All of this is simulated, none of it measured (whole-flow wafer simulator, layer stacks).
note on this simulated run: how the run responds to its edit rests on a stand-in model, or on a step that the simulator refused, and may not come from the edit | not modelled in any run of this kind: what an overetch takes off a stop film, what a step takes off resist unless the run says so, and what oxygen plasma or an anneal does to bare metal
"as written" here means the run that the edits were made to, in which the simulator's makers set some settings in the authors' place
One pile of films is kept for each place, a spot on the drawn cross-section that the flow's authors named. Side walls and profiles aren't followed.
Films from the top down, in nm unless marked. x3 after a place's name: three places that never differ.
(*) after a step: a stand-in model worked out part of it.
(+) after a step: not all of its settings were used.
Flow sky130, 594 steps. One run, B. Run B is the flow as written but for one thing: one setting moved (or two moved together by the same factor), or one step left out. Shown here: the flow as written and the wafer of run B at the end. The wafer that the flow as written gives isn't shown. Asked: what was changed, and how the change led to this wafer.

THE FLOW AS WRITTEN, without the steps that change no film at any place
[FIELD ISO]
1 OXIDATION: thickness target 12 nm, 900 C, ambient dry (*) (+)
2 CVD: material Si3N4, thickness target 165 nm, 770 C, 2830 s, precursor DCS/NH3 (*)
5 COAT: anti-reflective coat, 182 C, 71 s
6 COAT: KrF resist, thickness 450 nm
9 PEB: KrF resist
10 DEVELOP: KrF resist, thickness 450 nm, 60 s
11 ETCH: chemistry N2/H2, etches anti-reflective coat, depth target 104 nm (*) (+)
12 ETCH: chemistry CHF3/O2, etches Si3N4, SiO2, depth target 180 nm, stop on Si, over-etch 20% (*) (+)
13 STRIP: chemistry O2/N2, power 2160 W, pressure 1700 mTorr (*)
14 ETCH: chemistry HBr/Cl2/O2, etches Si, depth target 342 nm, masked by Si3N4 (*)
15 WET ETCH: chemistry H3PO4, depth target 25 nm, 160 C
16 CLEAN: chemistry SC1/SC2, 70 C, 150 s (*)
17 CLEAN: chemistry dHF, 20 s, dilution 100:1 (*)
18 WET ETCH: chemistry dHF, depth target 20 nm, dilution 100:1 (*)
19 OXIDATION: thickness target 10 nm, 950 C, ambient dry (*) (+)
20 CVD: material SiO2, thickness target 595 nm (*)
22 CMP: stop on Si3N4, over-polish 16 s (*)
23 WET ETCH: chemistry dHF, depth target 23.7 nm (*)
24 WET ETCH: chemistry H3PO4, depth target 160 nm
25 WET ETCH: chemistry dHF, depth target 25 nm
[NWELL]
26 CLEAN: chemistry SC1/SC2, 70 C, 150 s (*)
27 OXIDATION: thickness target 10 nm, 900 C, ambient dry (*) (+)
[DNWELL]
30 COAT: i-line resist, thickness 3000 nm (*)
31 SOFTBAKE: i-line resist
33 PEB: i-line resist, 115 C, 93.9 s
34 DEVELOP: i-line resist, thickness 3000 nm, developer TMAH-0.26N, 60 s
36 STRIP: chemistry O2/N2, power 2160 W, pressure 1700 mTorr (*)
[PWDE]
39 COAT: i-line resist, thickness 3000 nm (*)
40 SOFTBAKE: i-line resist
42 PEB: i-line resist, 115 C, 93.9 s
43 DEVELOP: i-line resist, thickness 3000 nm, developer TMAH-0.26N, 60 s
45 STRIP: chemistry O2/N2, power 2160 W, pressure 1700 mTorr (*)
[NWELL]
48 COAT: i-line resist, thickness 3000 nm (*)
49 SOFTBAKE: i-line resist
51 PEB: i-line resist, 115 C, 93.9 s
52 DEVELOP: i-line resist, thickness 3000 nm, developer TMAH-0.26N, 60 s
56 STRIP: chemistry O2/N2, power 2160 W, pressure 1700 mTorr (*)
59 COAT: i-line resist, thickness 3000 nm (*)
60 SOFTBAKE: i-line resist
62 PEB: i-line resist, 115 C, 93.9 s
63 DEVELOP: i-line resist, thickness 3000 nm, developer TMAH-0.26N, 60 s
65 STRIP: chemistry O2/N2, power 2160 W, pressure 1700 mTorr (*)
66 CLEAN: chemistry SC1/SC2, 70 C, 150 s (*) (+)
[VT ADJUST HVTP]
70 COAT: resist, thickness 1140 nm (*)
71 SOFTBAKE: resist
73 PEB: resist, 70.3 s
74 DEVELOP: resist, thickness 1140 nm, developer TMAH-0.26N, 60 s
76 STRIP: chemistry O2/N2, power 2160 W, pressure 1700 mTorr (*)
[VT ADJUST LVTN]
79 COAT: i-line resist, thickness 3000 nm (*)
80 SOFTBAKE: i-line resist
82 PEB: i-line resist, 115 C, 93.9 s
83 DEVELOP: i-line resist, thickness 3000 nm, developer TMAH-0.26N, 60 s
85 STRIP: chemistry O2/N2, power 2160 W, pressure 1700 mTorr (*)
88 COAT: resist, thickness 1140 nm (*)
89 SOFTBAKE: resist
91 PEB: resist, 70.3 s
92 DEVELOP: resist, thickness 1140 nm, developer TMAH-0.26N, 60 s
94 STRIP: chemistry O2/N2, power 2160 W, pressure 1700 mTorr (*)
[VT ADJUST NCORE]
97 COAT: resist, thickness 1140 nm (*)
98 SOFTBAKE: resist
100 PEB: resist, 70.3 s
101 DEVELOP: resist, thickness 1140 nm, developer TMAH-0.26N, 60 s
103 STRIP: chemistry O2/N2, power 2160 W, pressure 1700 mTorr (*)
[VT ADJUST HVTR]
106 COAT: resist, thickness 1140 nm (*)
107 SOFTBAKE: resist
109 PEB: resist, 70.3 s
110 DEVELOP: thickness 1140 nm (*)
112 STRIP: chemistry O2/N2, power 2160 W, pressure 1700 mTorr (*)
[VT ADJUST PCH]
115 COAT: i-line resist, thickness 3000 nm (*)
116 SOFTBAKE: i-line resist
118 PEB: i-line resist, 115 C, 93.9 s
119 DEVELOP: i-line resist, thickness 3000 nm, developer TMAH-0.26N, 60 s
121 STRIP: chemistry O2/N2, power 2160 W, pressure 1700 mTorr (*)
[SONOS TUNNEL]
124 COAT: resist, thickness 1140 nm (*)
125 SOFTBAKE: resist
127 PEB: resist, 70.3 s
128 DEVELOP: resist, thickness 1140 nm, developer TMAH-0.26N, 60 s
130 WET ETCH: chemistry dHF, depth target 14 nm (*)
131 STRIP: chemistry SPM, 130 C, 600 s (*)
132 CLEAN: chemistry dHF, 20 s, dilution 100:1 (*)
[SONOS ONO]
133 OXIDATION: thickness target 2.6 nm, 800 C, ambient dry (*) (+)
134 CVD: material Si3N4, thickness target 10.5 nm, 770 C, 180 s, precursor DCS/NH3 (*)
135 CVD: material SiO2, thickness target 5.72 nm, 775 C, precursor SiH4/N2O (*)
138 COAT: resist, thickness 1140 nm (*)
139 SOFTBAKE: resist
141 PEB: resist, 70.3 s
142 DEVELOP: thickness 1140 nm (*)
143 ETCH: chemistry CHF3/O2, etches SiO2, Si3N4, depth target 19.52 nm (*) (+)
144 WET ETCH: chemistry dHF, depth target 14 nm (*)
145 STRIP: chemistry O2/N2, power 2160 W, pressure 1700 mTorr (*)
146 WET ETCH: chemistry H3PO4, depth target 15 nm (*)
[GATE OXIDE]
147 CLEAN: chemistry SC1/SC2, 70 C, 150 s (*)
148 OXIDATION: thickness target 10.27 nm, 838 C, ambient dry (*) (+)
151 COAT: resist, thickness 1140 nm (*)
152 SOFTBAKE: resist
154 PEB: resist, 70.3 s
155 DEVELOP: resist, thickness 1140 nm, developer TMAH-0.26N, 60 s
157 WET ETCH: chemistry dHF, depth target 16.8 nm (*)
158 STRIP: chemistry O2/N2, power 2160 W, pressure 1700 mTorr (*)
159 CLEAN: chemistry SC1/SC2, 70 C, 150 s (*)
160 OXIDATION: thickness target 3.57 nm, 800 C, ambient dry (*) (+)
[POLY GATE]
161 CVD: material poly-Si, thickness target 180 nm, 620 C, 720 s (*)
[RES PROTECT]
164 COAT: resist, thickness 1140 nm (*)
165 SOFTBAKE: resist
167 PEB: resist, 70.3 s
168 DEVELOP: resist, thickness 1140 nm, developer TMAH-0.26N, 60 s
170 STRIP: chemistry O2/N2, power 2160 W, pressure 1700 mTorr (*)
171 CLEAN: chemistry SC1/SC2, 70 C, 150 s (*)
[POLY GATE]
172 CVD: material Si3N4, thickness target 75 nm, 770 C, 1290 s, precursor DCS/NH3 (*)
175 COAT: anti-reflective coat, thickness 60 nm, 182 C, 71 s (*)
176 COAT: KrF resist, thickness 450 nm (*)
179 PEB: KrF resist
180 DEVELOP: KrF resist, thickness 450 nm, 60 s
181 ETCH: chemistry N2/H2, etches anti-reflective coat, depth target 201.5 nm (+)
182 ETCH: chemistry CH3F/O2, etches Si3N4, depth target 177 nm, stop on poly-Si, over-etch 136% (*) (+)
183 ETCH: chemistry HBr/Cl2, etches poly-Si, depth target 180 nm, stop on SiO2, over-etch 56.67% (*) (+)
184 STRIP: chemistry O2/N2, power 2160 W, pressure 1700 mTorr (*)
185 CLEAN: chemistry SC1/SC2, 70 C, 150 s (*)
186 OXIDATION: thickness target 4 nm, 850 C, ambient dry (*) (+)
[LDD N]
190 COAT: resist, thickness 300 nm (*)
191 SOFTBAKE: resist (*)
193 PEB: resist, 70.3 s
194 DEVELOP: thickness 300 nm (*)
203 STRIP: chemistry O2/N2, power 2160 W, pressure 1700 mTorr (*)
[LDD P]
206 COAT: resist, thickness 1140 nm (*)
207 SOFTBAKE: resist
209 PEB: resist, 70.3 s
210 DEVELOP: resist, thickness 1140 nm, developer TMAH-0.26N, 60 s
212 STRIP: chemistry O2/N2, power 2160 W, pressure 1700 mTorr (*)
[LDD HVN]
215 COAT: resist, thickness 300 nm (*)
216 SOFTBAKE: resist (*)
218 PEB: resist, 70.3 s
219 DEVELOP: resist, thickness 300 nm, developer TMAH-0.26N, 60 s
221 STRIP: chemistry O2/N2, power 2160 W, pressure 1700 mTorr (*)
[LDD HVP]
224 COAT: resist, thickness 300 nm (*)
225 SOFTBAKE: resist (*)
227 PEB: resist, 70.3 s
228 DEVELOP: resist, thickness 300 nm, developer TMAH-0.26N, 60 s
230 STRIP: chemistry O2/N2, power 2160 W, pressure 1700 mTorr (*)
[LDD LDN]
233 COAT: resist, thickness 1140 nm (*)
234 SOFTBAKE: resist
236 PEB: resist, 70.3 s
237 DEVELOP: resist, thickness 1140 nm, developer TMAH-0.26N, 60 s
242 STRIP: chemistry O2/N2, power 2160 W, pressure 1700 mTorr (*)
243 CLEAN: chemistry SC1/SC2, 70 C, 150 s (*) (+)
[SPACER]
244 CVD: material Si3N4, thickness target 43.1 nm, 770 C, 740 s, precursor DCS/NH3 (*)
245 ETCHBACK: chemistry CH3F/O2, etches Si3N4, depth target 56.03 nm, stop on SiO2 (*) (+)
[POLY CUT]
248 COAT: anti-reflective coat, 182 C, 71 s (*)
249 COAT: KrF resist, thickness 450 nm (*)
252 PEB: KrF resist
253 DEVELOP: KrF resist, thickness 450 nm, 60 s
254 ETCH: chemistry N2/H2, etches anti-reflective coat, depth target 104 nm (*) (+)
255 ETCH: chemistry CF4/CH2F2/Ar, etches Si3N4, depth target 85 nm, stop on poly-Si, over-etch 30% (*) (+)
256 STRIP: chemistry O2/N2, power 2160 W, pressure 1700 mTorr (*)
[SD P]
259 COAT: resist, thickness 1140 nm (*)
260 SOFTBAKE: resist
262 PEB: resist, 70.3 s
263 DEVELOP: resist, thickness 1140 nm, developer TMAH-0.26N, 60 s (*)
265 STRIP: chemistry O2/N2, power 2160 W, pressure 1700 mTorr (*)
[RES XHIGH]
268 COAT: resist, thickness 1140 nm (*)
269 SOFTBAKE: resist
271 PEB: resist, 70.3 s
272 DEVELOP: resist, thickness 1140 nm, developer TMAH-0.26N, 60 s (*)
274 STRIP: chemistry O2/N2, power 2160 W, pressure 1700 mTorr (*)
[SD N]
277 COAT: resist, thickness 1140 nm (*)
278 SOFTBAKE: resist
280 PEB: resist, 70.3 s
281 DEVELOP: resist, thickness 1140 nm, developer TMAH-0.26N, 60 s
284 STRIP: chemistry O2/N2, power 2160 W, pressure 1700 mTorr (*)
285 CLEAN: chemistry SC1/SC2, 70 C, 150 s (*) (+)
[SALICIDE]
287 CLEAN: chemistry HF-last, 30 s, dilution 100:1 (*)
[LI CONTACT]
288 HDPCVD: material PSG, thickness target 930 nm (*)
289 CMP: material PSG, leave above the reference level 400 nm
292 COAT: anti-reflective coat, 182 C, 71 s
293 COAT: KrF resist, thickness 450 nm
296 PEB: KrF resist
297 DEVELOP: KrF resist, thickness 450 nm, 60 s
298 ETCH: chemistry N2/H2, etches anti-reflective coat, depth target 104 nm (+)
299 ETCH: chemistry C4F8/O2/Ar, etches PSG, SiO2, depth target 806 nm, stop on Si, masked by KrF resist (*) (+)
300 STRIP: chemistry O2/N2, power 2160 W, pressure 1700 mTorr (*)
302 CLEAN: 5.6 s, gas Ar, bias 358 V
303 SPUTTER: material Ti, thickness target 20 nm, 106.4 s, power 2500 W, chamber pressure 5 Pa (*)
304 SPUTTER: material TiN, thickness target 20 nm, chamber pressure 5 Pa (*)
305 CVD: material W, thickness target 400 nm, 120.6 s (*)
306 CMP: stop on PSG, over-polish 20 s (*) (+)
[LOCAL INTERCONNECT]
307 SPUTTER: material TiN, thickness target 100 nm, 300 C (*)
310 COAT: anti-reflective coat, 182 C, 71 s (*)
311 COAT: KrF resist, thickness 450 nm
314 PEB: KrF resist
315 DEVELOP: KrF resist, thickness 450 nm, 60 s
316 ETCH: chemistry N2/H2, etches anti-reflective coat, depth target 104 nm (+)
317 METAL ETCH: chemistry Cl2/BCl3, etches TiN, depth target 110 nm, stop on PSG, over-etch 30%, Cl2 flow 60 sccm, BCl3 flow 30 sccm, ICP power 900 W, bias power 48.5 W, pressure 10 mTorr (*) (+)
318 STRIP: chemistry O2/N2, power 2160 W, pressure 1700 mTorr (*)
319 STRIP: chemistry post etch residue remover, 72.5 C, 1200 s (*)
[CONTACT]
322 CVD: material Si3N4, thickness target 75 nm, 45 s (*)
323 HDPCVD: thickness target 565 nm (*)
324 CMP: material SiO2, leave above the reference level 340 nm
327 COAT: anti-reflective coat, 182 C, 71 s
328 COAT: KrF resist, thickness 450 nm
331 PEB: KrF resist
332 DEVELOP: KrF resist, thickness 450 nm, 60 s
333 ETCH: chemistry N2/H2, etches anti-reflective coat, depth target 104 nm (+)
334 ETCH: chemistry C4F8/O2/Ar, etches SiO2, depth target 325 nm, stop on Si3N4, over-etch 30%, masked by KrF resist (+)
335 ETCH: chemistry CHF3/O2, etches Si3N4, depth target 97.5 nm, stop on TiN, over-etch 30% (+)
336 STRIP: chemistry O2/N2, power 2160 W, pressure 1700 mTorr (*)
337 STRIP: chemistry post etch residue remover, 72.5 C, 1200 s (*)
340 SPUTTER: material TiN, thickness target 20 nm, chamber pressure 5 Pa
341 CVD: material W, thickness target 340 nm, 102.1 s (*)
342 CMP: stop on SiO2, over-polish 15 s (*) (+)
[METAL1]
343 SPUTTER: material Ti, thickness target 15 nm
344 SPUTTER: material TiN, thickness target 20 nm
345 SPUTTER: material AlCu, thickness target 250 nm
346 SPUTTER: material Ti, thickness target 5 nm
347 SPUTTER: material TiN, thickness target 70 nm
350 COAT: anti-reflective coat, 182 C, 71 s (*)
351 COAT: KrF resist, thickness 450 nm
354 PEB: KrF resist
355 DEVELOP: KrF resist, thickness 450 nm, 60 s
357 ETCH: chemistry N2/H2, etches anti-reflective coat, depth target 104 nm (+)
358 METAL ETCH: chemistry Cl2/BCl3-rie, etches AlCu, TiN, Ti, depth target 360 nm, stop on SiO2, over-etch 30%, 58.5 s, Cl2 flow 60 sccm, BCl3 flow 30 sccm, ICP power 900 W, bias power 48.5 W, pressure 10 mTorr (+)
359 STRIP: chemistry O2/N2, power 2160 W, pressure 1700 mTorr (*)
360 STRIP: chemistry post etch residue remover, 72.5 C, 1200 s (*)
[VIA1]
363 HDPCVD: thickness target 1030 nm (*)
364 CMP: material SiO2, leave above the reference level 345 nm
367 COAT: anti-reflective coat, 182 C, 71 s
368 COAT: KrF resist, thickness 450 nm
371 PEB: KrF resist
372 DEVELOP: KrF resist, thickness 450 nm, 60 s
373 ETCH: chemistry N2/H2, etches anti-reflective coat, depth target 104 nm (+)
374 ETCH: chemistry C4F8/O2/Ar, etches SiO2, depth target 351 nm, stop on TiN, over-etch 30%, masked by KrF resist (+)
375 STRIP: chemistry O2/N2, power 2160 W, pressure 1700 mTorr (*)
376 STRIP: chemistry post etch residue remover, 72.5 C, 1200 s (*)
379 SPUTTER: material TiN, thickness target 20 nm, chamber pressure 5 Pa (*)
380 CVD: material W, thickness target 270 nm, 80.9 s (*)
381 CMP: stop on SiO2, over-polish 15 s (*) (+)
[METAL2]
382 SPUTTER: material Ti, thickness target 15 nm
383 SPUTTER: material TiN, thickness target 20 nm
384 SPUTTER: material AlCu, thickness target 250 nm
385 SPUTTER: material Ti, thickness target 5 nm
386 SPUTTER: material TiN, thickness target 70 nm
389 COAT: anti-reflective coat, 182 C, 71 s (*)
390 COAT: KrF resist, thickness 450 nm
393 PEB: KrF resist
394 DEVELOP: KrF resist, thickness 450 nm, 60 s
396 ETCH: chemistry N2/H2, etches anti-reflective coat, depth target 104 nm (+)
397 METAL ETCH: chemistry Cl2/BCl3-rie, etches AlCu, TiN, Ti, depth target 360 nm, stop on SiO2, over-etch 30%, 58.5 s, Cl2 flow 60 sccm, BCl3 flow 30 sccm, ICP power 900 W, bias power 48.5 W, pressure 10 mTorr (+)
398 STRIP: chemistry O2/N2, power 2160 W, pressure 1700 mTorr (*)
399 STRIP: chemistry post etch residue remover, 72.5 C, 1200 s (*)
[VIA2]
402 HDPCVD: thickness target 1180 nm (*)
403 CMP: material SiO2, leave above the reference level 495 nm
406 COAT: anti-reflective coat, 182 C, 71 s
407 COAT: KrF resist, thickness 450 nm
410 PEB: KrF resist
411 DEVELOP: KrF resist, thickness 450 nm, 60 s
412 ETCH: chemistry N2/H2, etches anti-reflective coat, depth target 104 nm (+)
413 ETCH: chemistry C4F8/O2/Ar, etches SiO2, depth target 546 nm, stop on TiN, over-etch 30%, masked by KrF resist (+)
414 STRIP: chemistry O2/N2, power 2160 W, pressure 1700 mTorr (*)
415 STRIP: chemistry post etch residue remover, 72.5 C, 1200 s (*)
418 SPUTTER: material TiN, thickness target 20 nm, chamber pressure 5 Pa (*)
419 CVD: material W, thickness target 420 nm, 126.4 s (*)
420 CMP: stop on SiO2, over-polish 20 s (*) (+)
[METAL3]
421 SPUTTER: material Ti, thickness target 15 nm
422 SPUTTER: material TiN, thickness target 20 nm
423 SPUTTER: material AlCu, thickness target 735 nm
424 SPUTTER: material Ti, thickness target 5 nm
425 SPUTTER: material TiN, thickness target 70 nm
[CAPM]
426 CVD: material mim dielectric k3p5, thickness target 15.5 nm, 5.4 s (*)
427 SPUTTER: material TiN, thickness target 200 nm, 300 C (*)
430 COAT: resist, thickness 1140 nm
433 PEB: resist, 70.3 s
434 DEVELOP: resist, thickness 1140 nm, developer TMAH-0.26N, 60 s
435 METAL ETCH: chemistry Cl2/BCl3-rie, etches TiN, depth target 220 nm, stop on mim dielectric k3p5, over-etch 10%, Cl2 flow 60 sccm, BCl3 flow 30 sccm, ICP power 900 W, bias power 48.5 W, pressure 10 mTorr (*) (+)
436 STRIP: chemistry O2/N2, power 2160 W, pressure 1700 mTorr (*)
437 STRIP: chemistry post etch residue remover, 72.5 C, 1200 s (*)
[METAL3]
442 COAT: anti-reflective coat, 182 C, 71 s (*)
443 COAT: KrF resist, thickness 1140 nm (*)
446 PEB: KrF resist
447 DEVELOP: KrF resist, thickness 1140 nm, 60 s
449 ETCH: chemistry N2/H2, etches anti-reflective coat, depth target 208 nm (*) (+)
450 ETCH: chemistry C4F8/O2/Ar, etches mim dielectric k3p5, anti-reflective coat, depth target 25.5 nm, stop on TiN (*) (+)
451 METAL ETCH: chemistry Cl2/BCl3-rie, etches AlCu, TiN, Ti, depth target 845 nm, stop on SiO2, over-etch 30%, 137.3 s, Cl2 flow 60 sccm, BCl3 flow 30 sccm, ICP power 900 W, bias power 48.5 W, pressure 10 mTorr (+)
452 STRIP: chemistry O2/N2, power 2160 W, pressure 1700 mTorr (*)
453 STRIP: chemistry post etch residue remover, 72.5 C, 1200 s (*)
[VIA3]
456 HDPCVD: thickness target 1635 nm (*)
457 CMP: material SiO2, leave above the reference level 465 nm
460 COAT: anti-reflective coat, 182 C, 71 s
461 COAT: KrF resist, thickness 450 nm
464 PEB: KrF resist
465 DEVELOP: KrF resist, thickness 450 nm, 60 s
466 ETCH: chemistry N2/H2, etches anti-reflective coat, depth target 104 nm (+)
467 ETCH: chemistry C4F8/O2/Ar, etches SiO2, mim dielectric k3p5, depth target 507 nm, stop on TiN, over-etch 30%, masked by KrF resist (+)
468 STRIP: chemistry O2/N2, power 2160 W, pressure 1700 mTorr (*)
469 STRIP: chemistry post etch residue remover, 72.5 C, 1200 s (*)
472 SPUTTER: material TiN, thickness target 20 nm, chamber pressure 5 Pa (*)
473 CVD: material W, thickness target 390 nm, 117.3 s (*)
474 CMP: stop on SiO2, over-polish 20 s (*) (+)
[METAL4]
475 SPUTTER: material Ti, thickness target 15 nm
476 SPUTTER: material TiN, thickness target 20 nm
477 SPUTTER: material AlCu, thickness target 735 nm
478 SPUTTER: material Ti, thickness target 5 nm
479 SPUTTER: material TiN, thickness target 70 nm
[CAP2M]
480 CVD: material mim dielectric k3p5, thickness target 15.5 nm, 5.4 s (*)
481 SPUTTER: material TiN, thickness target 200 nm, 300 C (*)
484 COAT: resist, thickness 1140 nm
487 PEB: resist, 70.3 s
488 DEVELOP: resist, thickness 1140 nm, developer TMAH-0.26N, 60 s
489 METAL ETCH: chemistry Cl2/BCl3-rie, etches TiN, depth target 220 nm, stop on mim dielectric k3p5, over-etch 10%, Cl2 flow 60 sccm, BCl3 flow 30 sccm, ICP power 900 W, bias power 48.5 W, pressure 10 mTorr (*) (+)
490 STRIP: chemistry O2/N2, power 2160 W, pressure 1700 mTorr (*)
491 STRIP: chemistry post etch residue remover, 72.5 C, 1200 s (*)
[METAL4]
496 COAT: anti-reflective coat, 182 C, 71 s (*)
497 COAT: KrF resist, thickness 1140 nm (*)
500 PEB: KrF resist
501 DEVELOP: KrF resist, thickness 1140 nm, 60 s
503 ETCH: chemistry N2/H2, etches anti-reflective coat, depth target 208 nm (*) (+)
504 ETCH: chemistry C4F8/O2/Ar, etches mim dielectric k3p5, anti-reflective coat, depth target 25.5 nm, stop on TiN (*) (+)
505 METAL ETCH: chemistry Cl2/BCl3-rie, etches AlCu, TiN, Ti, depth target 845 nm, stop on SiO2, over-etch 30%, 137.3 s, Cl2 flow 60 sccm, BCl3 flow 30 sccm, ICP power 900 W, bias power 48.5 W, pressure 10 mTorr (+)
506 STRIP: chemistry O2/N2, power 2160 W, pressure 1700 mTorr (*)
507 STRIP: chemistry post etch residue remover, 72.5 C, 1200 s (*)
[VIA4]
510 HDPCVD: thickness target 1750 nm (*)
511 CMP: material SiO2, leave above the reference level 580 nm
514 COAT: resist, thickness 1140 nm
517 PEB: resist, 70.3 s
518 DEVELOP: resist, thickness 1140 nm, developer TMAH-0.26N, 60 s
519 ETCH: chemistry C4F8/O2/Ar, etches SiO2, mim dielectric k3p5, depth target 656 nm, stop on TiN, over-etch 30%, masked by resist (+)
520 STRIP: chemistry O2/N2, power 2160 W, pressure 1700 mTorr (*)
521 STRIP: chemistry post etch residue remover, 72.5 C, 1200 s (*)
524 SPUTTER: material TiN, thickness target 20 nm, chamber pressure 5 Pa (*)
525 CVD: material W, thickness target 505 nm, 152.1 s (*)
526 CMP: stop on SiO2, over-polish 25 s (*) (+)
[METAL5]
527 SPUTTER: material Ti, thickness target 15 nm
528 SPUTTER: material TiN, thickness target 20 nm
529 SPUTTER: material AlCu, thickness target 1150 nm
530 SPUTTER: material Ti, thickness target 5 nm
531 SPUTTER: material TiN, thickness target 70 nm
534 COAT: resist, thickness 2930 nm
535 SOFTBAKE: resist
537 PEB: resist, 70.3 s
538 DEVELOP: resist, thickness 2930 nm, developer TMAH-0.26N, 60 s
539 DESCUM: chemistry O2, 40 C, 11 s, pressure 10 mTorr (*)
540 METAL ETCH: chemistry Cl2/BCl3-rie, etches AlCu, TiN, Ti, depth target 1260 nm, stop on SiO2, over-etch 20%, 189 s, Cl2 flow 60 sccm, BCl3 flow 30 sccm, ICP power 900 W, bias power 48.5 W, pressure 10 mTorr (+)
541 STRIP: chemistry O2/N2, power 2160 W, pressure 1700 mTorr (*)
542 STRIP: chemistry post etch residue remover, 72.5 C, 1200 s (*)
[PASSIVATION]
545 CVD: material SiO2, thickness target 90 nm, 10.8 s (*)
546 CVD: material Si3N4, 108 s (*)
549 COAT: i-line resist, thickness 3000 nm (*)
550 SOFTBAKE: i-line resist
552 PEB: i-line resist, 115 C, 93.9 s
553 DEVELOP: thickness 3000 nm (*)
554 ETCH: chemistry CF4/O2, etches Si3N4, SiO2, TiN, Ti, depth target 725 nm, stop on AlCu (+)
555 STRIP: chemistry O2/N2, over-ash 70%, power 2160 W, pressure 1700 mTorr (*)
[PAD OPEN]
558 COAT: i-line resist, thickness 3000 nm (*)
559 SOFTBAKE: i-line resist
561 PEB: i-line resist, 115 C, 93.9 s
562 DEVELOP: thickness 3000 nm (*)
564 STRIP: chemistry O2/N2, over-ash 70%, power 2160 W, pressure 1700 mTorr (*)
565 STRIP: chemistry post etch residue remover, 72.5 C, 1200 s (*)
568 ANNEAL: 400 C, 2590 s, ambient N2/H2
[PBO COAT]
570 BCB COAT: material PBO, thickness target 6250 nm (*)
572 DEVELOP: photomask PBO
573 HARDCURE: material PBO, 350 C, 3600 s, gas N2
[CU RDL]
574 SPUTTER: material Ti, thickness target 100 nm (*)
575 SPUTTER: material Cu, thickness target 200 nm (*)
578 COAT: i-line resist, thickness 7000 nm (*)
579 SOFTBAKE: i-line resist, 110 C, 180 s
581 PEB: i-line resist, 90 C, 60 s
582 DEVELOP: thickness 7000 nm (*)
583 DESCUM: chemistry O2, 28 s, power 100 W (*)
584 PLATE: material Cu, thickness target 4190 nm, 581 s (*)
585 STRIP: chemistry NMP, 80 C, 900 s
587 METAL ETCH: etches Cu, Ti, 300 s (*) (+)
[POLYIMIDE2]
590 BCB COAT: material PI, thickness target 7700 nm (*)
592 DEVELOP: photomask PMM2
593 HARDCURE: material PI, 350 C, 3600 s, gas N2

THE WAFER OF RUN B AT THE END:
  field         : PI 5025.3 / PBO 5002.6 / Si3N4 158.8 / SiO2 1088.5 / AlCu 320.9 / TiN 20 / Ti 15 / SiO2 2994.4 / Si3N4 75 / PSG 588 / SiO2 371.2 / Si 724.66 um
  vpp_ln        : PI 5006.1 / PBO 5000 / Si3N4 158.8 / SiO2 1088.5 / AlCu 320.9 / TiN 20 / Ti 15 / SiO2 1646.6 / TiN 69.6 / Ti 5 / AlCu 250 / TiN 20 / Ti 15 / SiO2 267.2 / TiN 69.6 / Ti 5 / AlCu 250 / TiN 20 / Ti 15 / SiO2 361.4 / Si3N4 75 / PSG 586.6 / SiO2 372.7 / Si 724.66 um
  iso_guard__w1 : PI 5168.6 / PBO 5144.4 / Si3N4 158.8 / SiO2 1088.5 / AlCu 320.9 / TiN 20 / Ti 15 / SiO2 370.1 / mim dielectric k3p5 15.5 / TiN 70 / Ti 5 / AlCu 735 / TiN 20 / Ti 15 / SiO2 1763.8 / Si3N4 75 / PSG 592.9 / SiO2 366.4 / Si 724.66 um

The cause: step 505, METAL ETCH: depth target 371.8 nm was run, where the flow has depth target 845 nm; step 505, METAL ETCH: 60.4 s was run, where the flow has 137.3 s.

How the change led to this, step by step:
  505 METAL ETCH: chemistry Cl2/BCl3-rie, etches AlCu, TiN, Ti, depth target 845 nm, stop on SiO2, over-etch 30%, 137.3 s, Cl2 flow 60 sccm, BCl3 flow 30 sccm, ICP power 900 W, bias power 48.5 W, pressure 10 mTorr (+)
      field, gate, spacer and 68 more: TiN -70 (all of it), Ti -5 (all of it), AlCu -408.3 (as written it would be: TiN -70 (all of it), Ti -5 (all of it), AlCu -735 (all of it), TiN -20 (all of it), Ti -15 (all of it), SiO2 -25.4)
      active, vpp_iso1, mim_edge_plate and 14 more: TiN -70 (all of it), Ti -5 (all of it), AlCu -408.3 (as written it would be: TiN -70 (all of it), Ti -5 (all of it), AlCu -735 (all of it), TiN -20 (all of it), Ti -15 (all of it), SiO2 -25.3)
      (and at 105 more places)
  506 STRIP: chemistry O2/N2, power 2160 W, pressure 1700 mTorr (*)
      gate_hv, mim, dice_street and 76 more: KrF resist -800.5 (all of it), anti-reflective coat -80 (all of it) (as written it would be: KrF resist -492.9 (all of it), anti-reflective coat -80 (all of it))
      n_well, p_well, sd_n, sd_p, pad, mim_edge_plate_strap, mim_edge_gap_sheet: KrF resist -800.4 (all of it), anti-reflective coat -80 (all of it) (as written it would be: KrF resist -492.9 (all of it), anti-reflective coat -80 (all of it))
      (and at 19 more places)
  507 STRIP: chemistry post etch residue remover, 72.5 C, 1200 s (*)
      field, active, gate and 85 more: AlCu -5.72 (as written it would be: nothing)
  510 HDPCVD: thickness target 1750 nm (*)
      field, active, gate and 85 more: SiO2 +1750 (new film) (as written it would be: SiO2 +1750)
  511 CMP: material SiO2, leave above the reference level 580 nm
      field, active, gate and 77 more: SiO2 -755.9 (as written it would be: SiO2 -374.7)
      iso_guard__w1, mim_edge_gap, vpp_l1ln, vpp_m3ln, rpm_encl, via2_enc, rpm_encl_psd, iso_guard_nsd_tip: SiO2 -755.9 (as written it would be: SiO2 -374.6)
Counting metal films that touch as one body, field has 1 body; the flow as written gives 0 bodies.
Counting metal films that touch as one body, vpp_ln has 3 bodies (between them, from the top down: SiO2 1646.6; SiO2 267.2); the flow as written gives 2 bodies (between them, from the top down: SiO2 267.2).
Counting metal films that touch as one body, iso_guard__w1 has 2 bodies (between them, from the top down: SiO2 370.1 / mim dielectric k3p5 15.5); the flow as written gives 1 body.
